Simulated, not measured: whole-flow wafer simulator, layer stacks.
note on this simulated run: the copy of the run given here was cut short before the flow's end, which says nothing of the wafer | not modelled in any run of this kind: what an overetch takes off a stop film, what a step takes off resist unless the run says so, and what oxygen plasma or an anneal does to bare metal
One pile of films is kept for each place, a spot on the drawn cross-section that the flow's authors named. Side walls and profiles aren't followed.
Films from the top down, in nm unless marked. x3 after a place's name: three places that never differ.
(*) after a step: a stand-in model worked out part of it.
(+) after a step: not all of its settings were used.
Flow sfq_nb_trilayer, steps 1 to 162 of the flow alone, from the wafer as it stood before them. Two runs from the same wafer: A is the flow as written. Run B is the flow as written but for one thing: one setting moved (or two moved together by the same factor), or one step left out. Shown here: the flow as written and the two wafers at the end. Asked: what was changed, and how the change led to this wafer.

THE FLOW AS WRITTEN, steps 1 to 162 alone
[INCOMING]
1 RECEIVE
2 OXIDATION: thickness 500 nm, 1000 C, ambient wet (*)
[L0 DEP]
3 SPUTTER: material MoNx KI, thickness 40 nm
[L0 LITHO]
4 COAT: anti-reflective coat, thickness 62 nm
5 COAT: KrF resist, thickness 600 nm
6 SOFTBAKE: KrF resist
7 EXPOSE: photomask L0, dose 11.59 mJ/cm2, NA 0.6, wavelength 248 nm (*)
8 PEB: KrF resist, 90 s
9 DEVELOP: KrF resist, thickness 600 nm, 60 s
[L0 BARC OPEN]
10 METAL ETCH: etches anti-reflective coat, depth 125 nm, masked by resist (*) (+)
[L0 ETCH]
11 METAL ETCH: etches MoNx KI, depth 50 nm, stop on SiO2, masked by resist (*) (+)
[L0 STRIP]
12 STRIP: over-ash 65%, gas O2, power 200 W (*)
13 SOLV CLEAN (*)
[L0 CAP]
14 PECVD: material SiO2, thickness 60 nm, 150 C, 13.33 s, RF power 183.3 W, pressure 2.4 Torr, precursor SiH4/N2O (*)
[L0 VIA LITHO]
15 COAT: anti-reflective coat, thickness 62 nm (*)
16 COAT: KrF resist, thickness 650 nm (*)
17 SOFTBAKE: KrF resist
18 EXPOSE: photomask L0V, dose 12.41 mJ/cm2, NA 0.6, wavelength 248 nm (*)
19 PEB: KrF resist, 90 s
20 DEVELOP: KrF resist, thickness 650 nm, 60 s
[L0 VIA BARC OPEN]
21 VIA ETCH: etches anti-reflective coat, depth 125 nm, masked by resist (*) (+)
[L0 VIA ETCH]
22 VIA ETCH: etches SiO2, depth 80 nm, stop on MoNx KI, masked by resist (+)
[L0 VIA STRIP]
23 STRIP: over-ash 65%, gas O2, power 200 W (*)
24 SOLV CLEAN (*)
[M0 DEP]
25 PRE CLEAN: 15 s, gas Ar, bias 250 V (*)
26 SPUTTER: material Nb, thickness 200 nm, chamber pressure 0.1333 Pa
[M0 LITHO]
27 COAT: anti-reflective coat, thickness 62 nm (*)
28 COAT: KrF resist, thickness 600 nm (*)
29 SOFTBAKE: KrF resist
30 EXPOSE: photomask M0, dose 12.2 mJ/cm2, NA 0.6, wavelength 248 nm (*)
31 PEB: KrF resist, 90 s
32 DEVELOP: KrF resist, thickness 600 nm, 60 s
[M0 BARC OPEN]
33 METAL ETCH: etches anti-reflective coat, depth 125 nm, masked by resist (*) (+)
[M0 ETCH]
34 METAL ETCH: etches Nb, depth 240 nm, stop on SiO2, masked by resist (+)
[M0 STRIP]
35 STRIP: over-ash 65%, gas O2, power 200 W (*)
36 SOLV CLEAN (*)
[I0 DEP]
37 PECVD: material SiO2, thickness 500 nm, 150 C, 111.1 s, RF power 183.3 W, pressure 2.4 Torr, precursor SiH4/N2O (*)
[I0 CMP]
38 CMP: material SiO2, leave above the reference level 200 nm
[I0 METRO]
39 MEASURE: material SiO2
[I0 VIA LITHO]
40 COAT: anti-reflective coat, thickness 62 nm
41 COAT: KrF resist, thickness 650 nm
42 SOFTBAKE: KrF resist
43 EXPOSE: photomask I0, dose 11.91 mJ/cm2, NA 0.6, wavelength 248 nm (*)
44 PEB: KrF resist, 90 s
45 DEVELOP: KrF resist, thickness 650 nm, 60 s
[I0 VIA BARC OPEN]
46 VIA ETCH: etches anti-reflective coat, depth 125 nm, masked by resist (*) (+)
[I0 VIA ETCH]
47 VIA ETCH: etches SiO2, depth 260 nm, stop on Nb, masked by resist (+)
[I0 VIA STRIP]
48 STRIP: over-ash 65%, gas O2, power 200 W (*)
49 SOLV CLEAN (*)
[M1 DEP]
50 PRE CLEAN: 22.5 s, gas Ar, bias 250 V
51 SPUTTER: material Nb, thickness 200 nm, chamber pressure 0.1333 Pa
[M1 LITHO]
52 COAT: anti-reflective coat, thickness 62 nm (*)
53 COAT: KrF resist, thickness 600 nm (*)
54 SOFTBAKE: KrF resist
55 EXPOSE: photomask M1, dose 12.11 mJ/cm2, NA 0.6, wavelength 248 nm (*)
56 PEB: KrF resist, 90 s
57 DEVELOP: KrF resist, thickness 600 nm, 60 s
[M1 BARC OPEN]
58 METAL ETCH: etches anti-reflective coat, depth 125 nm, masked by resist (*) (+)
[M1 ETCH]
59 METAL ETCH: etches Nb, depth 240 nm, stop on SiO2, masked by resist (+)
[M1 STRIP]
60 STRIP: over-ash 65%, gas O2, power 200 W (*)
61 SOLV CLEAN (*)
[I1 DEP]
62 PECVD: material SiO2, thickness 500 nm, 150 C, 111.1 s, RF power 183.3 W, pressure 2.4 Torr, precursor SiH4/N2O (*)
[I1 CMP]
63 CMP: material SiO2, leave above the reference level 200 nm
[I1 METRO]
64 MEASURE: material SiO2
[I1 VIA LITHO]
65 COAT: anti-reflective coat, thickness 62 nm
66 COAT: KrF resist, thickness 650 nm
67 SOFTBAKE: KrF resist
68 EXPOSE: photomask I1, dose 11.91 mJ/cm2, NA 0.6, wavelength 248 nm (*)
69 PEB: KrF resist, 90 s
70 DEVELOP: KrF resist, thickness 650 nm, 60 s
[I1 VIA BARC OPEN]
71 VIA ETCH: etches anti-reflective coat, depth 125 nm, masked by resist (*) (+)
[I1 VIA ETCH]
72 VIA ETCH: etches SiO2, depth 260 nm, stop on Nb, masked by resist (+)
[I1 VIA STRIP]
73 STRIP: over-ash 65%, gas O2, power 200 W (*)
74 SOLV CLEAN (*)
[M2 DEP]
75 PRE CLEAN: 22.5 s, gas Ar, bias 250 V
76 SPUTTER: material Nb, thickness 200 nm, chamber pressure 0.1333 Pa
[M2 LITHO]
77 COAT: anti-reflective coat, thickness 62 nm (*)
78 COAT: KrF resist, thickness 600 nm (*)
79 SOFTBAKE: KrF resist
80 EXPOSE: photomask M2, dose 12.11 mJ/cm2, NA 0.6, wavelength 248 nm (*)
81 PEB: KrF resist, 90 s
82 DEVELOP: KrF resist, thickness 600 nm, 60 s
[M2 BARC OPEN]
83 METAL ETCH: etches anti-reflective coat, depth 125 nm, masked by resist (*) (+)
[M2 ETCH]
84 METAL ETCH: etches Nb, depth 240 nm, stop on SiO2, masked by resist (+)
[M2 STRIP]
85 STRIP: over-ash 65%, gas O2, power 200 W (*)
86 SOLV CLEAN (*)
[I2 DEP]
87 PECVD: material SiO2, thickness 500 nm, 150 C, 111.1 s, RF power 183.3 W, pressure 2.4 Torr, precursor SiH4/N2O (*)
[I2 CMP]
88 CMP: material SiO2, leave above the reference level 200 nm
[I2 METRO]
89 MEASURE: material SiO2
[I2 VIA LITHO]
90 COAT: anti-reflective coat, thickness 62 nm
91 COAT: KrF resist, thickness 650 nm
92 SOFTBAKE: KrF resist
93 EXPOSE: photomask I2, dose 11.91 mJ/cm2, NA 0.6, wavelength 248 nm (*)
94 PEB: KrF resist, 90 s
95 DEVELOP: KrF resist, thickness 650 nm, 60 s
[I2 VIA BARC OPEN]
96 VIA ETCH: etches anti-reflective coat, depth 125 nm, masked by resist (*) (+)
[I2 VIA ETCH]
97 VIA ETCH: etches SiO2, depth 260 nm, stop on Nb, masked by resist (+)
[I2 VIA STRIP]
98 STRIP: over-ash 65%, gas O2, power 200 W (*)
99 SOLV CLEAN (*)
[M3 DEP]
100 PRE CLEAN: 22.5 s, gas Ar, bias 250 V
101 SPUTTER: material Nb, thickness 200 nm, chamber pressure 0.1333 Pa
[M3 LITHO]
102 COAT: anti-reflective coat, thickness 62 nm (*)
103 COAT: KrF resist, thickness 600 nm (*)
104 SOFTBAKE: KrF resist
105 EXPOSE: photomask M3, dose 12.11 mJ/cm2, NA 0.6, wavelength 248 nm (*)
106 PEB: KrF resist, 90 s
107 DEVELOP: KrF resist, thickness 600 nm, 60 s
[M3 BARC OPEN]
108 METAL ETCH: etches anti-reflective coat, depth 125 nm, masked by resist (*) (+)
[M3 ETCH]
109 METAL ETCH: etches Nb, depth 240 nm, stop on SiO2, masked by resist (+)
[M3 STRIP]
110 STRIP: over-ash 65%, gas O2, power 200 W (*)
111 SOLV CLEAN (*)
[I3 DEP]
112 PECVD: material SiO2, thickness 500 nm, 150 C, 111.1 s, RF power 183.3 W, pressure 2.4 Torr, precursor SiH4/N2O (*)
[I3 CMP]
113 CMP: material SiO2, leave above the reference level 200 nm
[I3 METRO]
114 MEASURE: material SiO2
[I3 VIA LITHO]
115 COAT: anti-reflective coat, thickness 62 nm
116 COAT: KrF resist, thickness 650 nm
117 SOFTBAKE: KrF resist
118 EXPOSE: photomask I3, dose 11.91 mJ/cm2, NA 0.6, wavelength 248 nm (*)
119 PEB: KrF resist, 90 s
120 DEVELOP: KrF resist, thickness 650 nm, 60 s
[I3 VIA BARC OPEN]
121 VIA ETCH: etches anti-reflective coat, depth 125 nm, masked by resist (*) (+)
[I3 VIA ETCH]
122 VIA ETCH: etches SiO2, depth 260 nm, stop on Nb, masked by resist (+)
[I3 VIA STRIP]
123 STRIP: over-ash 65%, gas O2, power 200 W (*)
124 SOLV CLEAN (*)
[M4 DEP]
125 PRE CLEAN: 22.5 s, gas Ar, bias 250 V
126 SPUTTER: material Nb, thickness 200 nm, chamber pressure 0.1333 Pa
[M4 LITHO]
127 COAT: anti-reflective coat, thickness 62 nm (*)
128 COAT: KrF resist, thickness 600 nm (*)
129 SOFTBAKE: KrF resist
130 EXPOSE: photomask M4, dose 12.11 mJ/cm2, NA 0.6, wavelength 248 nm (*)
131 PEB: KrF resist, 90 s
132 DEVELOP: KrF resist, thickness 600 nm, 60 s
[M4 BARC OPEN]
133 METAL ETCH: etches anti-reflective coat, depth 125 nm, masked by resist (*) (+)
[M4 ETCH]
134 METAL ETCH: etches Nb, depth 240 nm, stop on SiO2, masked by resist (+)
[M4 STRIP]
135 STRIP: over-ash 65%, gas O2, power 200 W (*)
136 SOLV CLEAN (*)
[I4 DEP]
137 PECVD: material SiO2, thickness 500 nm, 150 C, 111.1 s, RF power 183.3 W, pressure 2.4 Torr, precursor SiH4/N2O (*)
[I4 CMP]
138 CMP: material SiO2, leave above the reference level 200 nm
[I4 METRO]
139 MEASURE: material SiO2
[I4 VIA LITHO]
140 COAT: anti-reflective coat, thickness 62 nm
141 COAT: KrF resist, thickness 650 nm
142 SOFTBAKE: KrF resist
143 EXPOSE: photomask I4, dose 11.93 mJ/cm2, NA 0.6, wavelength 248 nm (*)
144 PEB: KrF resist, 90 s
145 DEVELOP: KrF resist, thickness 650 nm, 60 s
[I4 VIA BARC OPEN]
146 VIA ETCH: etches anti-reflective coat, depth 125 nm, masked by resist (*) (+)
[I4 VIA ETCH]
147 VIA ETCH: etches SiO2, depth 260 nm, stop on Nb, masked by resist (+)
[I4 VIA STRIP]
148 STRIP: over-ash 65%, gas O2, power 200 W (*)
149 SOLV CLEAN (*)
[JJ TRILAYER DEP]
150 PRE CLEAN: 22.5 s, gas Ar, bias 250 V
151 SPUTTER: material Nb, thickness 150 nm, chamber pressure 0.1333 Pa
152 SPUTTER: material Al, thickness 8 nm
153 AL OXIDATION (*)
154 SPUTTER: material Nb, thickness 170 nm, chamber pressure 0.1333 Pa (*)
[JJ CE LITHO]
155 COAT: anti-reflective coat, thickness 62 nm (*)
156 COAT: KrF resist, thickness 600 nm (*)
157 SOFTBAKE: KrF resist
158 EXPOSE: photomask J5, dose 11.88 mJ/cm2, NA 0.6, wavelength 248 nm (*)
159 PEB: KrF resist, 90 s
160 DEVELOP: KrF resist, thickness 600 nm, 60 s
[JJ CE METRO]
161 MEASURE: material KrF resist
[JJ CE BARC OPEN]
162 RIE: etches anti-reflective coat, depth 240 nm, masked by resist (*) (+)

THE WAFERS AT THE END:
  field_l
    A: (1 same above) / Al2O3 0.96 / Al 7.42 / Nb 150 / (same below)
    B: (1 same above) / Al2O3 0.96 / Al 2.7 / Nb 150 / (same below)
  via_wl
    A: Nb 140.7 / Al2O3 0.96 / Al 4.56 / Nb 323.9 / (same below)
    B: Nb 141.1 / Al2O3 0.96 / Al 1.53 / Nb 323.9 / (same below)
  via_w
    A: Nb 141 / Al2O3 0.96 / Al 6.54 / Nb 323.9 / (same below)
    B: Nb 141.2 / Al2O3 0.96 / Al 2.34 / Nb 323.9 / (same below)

The cause: step 152, SPUTTER: thickness 3.28 nm was run, where the flow has thickness 8 nm.

How the change led to this, step by step:
  152 SPUTTER: material Al, thickness 8 nm
      field_l, v_sur, via_sp and 100 more: A Al +8 (new film) | B Al +3.28 (new film)
      via_wl, via_wr: A Al +5.14 (new film) | B Al +2.11 (new film)
      (and at 1 more place)
  155 COAT: anti-reflective coat, thickness 62 nm (*)
      via_wl, via_wr: A anti-reflective coat +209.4 (new film) | B anti-reflective coat +202 (new film)
      via_w: A anti-reflective coat +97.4 (new film) | B anti-reflective coat +94.9 (new film)
  162 RIE: etches anti-reflective coat, depth 240 nm, masked by resist (*) (+)
      ce_l, c5j, ce_r, wl_jj: A KrF resist -209.4 | B KrF resist -202
      via_wl, via_wr: A anti-reflective coat -209.4 (all of it) | B anti-reflective coat -202 (all of it)
      (and at 1 more place)
